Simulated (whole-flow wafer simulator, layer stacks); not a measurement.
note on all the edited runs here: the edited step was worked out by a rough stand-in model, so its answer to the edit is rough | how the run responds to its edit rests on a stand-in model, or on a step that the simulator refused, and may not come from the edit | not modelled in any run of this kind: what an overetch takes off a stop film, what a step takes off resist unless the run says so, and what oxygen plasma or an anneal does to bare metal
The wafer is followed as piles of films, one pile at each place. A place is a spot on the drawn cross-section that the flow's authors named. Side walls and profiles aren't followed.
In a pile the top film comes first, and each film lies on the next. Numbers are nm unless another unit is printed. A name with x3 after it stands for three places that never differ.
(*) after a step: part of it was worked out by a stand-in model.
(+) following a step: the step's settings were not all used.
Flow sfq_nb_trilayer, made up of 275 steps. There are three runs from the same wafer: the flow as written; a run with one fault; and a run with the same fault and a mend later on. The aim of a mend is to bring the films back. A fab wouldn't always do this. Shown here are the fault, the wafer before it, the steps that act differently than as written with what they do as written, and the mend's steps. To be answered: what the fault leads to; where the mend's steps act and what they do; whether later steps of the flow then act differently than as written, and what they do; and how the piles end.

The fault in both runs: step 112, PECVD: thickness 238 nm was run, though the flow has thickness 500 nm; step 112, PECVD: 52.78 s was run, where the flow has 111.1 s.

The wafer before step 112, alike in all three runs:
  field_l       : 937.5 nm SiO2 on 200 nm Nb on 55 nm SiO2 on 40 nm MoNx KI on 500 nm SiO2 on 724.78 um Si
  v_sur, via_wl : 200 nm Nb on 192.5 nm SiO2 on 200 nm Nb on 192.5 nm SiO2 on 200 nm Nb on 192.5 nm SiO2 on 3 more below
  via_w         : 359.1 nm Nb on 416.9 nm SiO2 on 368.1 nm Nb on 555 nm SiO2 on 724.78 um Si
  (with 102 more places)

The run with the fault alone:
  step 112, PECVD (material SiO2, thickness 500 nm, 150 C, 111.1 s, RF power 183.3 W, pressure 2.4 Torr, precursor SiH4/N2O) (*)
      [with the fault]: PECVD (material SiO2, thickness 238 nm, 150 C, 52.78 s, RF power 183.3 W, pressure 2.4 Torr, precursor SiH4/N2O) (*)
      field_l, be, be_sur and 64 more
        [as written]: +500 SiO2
        [with the fault]: +238 SiO2
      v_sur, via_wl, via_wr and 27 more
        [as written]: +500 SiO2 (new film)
        [with the fault]: +238 SiO2 (new film)
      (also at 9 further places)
  Steps further on in the flow that do not act as written (23 other steps are not shown; they differ only slightly, by no more than 2% or 0.5 nm, whichever is larger):
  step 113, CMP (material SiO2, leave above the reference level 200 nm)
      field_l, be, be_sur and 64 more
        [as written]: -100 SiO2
        [with the fault]: nothing
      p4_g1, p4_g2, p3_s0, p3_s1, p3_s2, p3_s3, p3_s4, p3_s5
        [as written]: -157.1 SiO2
        [with the fault]: nothing
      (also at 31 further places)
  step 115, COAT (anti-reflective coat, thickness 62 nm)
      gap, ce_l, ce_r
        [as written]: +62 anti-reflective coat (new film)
        [with the fault]: +63.7 anti-reflective coat (new film)
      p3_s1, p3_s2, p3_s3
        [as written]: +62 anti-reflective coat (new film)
        [with the fault]: +106.1 anti-reflective coat (new film)
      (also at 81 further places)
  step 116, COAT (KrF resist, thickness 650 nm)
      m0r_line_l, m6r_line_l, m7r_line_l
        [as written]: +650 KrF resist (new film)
        [with the fault]: +681.6 KrF resist (new film)
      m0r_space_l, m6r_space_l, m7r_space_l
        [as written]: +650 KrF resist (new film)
        [with the fault]: +671.3 KrF resist (new film)
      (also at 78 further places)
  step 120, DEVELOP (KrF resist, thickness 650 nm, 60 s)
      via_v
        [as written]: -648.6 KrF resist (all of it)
        [with the fault]: -590.2 KrF resist (all of it)
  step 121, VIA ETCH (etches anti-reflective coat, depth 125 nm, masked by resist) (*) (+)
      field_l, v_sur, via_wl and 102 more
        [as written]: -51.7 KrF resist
        [with the fault]: -40.8 KrF resist
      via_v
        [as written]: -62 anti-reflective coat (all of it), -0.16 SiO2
        [with the fault]: -49 anti-reflective coat (all of it), -0.12 SiO2
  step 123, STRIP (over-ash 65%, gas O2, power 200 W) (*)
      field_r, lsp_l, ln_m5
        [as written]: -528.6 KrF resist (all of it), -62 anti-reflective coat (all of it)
        [with the fault]: -545.8 KrF resist (all of it), -63 anti-reflective coat (all of it)
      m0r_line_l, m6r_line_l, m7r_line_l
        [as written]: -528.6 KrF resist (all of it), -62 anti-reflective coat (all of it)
        [with the fault]: -571 KrF resist (all of it), -62.2 anti-reflective coat (all of it)
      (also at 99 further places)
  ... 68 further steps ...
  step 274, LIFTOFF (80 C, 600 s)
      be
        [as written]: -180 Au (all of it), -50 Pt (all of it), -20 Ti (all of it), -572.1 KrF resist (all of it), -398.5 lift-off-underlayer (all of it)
        [with the fault]: -180 Au (all of it), -50 Pt (all of it), -20 Ti (all of it), -600.5 KrF resist (all of it), -669 lift-off-underlayer (all of it)
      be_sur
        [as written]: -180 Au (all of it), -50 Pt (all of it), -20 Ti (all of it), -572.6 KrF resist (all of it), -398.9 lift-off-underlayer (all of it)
        [with the fault]: -180 Au (all of it), -50 Pt (all of it), -20 Ti (all of it), -582.6 KrF resist (all of it), -376.9 lift-off-underlayer (all of it)
  At via_w, be, be_sur and 46 more, the piles at the end differ from the flow's by more than 2% or 0.5 nm, whichever is larger.
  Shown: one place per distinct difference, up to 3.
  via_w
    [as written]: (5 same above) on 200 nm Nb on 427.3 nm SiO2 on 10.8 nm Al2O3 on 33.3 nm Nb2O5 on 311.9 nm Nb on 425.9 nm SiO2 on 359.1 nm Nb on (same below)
    [with the fault]: (5 same above) on 200 nm Nb on 495.5 nm SiO2 on 10.1 nm Al2O3 on 34.6 nm Nb2O5 on 110.8 nm Nb on 201.5 nm SiO2 on 159.2 nm Nb on 197.5 nm SiO2 on 359.1 nm Nb on (same below)
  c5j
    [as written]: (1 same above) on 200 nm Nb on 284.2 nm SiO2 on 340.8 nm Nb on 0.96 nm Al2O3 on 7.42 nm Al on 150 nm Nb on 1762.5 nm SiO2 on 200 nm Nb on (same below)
    [with the fault]: (1 same above) on 200 nm Nb on 293.3 nm SiO2 on 183.3 nm Nb on 40.4 nm SiO2 on 170 nm Nb on 0.96 nm Al2O3 on 7.42 nm Al on 150 nm Nb on 1700.5 nm SiO2 on 200 nm Nb on (same below)
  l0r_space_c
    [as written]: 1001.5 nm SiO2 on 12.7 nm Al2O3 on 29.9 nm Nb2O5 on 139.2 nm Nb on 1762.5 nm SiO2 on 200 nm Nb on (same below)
    [with the fault]: 1063.5 nm SiO2 on 12.7 nm Al2O3 on 29.9 nm Nb2O5 on 139.2 nm Nb on 1700.5 nm SiO2 on 200 nm Nb on (same below)

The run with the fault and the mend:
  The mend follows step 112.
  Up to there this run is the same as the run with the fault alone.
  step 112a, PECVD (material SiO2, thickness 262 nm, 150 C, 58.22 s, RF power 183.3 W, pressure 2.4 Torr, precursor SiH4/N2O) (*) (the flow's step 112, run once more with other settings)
      field_l, v_sur, via_wl and 102 more
        +262 SiO2
      via_w
        +272.6 SiO2
  Steps further on in the flow that do not act as written:
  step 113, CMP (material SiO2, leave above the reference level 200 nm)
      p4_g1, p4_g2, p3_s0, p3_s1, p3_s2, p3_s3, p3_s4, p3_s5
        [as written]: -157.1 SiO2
        [with the mend]: -100 SiO2
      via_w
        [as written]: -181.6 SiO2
        [with the mend]: -44.2 SiO2
  By the end, the piles equal the flow's at every place that both follow.
